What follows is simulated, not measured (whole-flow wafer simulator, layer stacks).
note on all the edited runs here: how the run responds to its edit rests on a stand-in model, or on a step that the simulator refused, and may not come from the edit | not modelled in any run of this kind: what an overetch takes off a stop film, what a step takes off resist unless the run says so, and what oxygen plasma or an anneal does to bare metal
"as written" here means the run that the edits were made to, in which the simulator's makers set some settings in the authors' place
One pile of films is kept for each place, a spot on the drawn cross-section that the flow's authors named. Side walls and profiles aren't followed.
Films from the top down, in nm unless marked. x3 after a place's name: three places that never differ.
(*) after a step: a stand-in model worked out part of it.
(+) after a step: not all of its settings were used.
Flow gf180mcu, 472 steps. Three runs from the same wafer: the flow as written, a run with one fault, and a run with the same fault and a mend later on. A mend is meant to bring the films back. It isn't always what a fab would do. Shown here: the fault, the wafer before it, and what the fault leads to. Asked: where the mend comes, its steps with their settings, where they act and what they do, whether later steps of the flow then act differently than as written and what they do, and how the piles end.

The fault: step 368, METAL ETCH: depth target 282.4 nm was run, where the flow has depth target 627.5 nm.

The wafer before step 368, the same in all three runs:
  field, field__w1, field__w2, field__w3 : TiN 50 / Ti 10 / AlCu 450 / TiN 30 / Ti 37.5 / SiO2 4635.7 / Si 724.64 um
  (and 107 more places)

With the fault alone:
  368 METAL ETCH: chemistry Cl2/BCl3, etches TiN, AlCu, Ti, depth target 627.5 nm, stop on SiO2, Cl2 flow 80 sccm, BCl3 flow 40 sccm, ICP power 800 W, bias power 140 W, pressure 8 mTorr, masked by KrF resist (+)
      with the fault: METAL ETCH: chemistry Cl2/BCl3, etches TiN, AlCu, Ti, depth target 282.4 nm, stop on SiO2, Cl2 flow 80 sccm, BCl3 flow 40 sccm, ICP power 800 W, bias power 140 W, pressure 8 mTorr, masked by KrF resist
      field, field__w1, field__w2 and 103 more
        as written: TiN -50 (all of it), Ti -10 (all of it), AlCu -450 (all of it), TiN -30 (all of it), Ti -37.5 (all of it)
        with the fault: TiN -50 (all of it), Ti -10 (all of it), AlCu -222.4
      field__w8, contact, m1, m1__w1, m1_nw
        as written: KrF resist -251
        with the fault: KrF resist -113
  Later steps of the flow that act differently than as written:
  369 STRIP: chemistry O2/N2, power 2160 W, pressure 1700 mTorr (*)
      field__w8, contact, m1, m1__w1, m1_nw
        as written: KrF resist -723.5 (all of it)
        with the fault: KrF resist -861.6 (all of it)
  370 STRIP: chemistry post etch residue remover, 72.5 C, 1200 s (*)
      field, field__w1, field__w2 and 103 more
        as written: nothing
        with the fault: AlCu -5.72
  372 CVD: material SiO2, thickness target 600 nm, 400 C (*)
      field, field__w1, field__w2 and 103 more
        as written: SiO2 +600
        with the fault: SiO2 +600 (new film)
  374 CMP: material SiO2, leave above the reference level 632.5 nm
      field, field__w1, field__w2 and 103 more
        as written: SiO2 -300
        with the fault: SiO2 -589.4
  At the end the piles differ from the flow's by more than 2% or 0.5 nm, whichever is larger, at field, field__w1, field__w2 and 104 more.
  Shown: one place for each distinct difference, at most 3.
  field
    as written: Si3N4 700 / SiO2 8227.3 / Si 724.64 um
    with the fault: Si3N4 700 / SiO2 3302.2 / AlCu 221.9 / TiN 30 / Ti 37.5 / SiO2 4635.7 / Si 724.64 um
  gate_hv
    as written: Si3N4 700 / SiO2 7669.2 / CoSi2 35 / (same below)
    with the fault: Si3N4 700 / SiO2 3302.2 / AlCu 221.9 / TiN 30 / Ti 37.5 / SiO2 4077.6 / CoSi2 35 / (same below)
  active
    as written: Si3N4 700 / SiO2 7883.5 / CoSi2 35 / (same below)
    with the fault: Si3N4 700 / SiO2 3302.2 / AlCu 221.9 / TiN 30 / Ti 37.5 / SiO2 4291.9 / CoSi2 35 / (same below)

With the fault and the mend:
  The mend comes after step 370.
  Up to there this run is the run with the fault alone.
  370a DEHYDRATE: 200 C, 60 s (the flow's step 361 once more)
      changes no film at any place that is followed
  370b HMDS: 120 C, 60 s (the flow's step 362 once more)
      changes no film at any place that is followed
  370c COAT: KrF resist, thickness 1000 nm (*) (the flow's step 363 once more)
      iso_ptap_pw, iso_ntap_nw, iso_nw_fld and 33 more
        KrF resist +1000 (new film)
      field_sub__w2, field_sub__w4, ld_sd_n and 14 more
        KrF resist +1001.8 (new film)
      field__w10, p_well, sti and 10 more
        KrF resist +1002 (new film)
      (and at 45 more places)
  370d SOFTBAKE: KrF resist (the flow's step 364 once more)
      changes no film at any place that is followed
  370e EXPOSE: photomask Metal4 (the flow's step 365 once more)
      changes no film at any place that is followed
  370f PEB: KrF resist, 135 C, 90 s (the flow's step 366 once more)
      field__w1, field__w2, field__w3 and 59 more
        KrF resist -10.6
      iso_ptap_pw, iso_ntap_nw, iso_nw_fld and 33 more
        KrF resist -10.5
      sd_p, gate_p, nw_sep_fld
        KrF resist -10.7
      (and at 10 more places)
  370g DEVELOP: thickness 1000 nm, 60 s (the flow's step 367 once more)
      iso_ptap_pw, iso_ntap_nw, iso_nw_fld and 33 more
        KrF resist -989.5 (all of it)
      field__w5, field__w6, field__w9 and 13 more
        KrF resist -991.3 (all of it)
      field_sub, field_sub__w1, p_well and 9 more
        KrF resist -991.4 (all of it)
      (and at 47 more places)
  370h METAL ETCH: chemistry Cl2/BCl3, etches TiN, AlCu, Ti, depth target 345.1 nm, stop on SiO2, Cl2 flow 80 sccm, BCl3 flow 40 sccm, ICP power 800 W, bias power 140 W, pressure 8 mTorr, masked by KrF resist (+) (the flow's step 368 once more, with other settings)
      field, field__w1, field__w2 and 103 more
        AlCu -221.9 (all of it), TiN -30 (all of it), Ti -37.5 (all of it)
      field__w8, contact, m1, m1__w1, m1_nw
        KrF resist -138
  370i STRIP: chemistry O2/N2, power 2160 W, pressure 1700 mTorr (*) (the flow's step 369 once more)
      field__w8
        KrF resist -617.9 (all of it)
      contact
        KrF resist -616.3 (all of it)
      m1
        KrF resist -617.8 (all of it)
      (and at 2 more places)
  370j STRIP: chemistry post etch residue remover, 72.5 C, 1200 s (*) (the flow's step 370 once more)
      field__w8, contact, m1, m1__w1, m1_nw
        TiN -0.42
  No later step of the flow acts differently than as written, at any place that is followed, by more than 2% or 0.5 nm, whichever is larger.
  At the end the piles differ from the flow's only slightly at the places that both follow, by at most 2% or 0.5 nm, whichever is larger.
